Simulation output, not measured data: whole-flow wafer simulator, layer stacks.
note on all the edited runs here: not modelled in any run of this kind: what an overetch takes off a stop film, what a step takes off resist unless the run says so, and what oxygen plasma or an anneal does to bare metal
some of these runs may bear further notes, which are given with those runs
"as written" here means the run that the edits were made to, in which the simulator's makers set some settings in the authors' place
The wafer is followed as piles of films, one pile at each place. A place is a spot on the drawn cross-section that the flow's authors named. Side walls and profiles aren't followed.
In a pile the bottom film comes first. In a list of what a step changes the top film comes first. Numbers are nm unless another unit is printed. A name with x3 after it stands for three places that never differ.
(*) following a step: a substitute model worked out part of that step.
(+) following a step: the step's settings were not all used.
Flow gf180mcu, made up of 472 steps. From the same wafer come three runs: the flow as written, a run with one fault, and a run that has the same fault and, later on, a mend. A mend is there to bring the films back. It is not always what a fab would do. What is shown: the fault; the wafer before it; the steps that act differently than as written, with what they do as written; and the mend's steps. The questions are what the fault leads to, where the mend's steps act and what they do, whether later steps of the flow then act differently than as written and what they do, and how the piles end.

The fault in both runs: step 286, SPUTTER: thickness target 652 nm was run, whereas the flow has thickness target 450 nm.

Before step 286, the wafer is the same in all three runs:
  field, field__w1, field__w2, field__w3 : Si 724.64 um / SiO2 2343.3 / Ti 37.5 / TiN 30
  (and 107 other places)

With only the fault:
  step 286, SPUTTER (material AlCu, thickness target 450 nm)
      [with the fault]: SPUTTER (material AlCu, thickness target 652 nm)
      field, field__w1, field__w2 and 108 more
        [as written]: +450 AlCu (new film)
        [with the fault]: +652 AlCu (new film)
  Later steps of the flow acting differently than as written:
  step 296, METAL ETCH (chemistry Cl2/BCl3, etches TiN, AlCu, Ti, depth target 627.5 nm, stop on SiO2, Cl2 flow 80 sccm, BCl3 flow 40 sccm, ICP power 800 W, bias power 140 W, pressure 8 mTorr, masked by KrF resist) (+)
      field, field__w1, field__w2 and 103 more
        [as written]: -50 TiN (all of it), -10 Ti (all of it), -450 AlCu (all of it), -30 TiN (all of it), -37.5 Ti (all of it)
        [with the fault]: -50 TiN (all of it), -10 Ti (all of it), -567.5 AlCu
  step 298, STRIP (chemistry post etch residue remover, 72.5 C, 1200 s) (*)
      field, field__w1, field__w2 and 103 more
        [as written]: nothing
        [with the fault]: -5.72 AlCu
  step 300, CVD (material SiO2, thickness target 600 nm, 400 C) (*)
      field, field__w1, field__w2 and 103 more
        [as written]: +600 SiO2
        [with the fault]: +600 SiO2 (new film)
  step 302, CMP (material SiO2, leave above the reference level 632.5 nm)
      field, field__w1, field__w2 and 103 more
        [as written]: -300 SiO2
        [with the fault]: -244.3 SiO2
  The piles end different from the flow's at field, field__w1, field__w2 and 109 more by more than 2% or 0.5 nm, whichever is larger.
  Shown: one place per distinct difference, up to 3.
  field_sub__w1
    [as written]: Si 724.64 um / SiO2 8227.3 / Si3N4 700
    [with the fault]: Si 724.64 um / SiO2 2343.2 / Ti 37.5 / TiN 30 / AlCu 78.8 / SiO2 5939.7 / Si3N4 700
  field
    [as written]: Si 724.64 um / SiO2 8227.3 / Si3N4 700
    [with the fault]: Si 724.64 um / SiO2 2343.3 / Ti 37.5 / TiN 30 / AlCu 78.8 / SiO2 5939.7 / Si3N4 700
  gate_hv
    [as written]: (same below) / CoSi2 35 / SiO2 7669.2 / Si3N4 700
    [with the fault]: (same below) / CoSi2 35 / SiO2 1785.1 / Ti 37.5 / TiN 30 / AlCu 78.8 / SiO2 5939.7 / Si3N4 700

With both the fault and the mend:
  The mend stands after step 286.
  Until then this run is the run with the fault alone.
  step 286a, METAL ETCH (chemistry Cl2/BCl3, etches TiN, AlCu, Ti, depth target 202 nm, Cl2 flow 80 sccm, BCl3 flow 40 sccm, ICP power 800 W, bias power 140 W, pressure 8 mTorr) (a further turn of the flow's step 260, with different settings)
      field, field__w1, field__w2 and 108 more
        -202 AlCu
  Later steps of the flow that are run all act as written at every place that is followed.
  At every place that both follow, the piles at the end match the flow's.
